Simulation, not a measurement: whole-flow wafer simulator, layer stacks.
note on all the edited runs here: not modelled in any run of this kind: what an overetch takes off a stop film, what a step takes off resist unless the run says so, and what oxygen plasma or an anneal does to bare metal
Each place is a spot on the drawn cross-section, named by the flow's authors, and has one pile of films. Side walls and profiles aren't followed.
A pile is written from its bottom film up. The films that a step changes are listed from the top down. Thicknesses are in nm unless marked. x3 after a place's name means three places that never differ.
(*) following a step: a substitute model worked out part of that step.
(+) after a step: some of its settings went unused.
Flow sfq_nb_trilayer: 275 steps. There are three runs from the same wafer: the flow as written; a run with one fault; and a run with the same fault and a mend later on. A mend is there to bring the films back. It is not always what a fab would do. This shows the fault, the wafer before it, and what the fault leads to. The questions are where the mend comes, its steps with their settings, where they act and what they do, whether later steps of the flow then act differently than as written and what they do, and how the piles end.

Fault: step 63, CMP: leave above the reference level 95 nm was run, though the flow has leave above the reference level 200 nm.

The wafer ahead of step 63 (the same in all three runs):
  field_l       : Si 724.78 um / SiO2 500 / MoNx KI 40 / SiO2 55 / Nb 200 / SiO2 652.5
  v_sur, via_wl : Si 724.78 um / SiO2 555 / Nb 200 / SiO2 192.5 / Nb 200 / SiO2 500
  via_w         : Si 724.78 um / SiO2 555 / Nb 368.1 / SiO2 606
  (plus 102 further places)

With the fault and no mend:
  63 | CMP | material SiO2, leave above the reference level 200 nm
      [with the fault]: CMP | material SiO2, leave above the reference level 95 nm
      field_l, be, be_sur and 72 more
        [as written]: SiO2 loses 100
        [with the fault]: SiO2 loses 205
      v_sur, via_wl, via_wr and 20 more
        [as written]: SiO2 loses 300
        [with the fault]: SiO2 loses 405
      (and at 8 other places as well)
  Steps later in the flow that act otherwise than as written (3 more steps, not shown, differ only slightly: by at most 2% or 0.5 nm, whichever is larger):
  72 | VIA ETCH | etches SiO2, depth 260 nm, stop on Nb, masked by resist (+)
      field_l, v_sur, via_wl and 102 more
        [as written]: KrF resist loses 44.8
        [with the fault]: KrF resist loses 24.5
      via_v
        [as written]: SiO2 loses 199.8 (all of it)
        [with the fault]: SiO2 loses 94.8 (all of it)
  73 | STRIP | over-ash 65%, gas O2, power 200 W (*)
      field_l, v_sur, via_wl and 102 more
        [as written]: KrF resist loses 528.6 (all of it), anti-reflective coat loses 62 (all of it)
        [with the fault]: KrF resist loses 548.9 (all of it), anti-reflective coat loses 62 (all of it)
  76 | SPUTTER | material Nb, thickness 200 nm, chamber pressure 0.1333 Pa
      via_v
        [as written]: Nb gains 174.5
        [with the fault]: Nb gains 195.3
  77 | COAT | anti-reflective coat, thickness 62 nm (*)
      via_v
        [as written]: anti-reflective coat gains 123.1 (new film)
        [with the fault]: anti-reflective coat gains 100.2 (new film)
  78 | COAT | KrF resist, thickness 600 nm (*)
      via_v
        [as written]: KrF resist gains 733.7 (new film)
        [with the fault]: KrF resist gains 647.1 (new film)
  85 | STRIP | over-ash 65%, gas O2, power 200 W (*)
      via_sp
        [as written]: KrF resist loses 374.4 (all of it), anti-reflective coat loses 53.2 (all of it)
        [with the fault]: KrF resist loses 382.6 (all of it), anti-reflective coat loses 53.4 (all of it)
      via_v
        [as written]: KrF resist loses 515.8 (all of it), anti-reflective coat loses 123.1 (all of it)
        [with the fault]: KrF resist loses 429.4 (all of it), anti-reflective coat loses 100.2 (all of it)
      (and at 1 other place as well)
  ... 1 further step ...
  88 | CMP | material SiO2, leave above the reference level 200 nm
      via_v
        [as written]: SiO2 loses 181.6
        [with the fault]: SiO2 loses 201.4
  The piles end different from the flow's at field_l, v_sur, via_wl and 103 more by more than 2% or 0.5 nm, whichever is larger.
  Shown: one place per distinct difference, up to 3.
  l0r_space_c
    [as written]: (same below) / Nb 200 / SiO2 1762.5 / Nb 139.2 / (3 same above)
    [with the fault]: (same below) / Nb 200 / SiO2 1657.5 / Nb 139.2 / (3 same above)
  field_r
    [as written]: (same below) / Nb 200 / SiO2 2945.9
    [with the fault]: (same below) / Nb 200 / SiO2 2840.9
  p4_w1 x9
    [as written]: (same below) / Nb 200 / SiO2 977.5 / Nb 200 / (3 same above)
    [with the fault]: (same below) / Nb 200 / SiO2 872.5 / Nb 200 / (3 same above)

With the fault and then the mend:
  The mend stands after step 70.
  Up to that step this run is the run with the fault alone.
  70a | STRIP | over-ash 65%, gas O2, power 200 W (*)
      field_l, v_sur, via_wl and 102 more
        KrF resist loses 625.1 (all of it), anti-reflective coat loses 62 (all of it)
      via_v
        anti-reflective coat loses 62 (all of it)
  70b | PECVD | material SiO2, thickness 105 nm, 150 C, 23.33 s, RF power 183.3 W, pressure 2.4 Torr, precursor SiH4/N2O (the flow's step 62 again, with other settings)
      field_l, v_sur, via_wl and 103 more
        SiO2 gains 105
  70c | COAT | anti-reflective coat, thickness 62 nm (the flow's step 65 again)
      field_l, v_sur, via_wl and 103 more
        anti-reflective coat gains 62 (new film)
  70d | COAT | KrF resist, thickness 650 nm (the flow's step 66 again)
      field_l, v_sur, via_wl and 103 more
        KrF resist gains 650 (new film)
  70e | SOFTBAKE | KrF resist (the flow's step 67 again)
      does not change any film at any place that is followed
  70f | EXPOSE | photomask I1, dose 11.91 mJ/cm2, NA 0.6, wavelength 248 nm (*) (the flow's step 68 again)
      does not change any film at any place that is followed
  70g | PEB | KrF resist, 90 s (the flow's step 69 again)
      field_l, v_sur, via_wl and 103 more
        KrF resist loses 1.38
  70h | DEVELOP | KrF resist, thickness 650 nm, 60 s (the flow's step 70 again)
      field_l, v_sur, via_wl and 102 more
        KrF resist loses 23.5
      via_v
        KrF resist loses 648.6 (all of it)
  None of the later steps of the flow differs from how it acts as written, at any place that is followed, by more than 2% or 0.5 nm, whichever is larger.
  When the end is reached, the piles differ only a little from the flow's at the places that both follow, at most by 2% or 0.5 nm, whichever is larger.
